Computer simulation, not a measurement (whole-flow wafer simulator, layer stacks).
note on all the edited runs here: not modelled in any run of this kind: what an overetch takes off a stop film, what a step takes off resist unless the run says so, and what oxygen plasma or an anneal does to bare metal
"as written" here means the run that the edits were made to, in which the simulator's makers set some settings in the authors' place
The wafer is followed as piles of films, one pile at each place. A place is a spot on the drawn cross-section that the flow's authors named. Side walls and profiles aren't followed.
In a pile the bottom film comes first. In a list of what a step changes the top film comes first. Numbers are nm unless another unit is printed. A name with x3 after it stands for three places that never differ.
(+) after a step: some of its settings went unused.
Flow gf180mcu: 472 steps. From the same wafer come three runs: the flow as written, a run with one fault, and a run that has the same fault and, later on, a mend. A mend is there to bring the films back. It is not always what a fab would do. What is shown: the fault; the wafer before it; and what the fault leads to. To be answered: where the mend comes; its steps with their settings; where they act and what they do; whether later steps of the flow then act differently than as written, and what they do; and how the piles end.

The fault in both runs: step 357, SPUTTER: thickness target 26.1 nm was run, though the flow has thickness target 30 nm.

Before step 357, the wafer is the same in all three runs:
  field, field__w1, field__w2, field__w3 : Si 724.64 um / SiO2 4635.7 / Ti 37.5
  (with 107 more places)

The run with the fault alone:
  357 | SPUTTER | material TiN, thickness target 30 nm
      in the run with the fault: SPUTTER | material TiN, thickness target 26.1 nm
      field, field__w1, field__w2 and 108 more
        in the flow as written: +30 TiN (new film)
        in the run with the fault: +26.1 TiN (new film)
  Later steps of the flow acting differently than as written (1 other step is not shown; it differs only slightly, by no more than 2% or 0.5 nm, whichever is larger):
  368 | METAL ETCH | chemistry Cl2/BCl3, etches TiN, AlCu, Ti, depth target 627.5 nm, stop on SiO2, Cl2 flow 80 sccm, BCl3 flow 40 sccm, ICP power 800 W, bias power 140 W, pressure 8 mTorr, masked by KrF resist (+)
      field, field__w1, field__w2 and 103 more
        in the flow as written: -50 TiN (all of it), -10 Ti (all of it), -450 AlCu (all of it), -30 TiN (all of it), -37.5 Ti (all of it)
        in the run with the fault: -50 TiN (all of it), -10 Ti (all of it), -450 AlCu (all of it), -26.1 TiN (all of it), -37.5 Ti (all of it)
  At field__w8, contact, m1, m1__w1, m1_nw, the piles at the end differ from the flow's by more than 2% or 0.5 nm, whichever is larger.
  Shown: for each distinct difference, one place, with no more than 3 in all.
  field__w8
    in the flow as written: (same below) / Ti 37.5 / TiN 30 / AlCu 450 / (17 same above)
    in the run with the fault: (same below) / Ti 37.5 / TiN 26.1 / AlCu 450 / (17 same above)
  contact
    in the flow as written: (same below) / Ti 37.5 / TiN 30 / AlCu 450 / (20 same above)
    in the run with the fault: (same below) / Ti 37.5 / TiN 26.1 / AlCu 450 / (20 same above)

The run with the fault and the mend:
  The mend follows step 357.
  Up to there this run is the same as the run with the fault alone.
  357a | SPUTTER | material TiN, thickness target 3.9 nm (a further turn of the flow's step 357, with different settings)
      field, field__w1, field__w2 and 108 more
        +3.9 TiN
  Later steps of the flow that are run all act as written at every place that is followed.
  The piles end the same as the flow's at every place that both follow.
